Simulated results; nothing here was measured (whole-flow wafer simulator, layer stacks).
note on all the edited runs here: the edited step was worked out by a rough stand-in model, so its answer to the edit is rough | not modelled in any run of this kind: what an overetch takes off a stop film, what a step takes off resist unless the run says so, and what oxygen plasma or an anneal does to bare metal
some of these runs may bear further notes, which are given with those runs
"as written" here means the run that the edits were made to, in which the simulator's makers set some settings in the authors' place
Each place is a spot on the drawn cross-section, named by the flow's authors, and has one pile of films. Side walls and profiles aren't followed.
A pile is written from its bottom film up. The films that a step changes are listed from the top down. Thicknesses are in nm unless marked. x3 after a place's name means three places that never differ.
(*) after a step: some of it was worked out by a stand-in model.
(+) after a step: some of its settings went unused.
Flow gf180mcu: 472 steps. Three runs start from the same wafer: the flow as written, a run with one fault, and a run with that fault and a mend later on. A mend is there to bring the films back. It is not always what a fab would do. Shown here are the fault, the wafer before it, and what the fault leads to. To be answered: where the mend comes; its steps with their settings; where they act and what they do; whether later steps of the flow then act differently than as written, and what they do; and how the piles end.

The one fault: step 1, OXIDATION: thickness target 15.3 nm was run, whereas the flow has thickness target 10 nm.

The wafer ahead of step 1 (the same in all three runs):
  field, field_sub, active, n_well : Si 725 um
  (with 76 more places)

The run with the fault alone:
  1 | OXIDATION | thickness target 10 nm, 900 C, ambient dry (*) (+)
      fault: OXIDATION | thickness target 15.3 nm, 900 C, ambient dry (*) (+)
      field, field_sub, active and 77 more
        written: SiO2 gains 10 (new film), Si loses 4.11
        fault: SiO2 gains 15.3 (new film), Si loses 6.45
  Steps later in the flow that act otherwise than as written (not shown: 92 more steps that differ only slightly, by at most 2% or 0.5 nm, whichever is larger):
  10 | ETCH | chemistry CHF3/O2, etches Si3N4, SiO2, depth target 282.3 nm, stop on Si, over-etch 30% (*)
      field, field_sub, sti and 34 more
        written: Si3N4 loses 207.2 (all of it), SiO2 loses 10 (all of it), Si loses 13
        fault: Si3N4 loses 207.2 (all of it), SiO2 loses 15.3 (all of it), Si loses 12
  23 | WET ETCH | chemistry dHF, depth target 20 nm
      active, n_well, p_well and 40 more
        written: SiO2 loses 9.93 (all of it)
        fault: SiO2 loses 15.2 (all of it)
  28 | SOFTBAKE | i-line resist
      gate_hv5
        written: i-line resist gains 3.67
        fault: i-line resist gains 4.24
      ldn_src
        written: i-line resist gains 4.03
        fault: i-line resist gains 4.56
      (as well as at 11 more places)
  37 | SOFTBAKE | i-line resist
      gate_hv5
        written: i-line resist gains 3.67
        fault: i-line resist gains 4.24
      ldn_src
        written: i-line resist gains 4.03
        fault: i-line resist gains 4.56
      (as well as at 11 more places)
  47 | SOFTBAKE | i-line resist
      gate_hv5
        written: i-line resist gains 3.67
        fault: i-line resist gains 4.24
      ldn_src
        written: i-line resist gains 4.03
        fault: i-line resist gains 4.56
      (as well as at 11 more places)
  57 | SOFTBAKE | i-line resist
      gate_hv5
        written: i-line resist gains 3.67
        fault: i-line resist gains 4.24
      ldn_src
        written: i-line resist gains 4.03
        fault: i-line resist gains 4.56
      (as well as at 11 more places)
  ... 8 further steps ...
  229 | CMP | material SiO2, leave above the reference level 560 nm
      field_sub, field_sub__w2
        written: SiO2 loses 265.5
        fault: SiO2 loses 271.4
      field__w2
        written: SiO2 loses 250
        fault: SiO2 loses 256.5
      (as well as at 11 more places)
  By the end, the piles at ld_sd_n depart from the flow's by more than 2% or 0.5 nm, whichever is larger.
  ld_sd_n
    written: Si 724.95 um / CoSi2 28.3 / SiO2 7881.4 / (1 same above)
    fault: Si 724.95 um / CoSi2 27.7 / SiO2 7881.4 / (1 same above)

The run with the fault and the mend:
  The mend follows step 1.
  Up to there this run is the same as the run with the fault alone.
  1a | WET ETCH | chemistry dHF, depth target 5.3 nm, 25 C, dilution 100:1
      field, field_sub, active and 77 more
        SiO2 loses 5.3
  None of the later steps of the flow acts differently than as written at any place that is followed.
  The piles end only slightly different from the flow's at the places that both follow, by no more than 2% or 0.5 nm, whichever is larger.
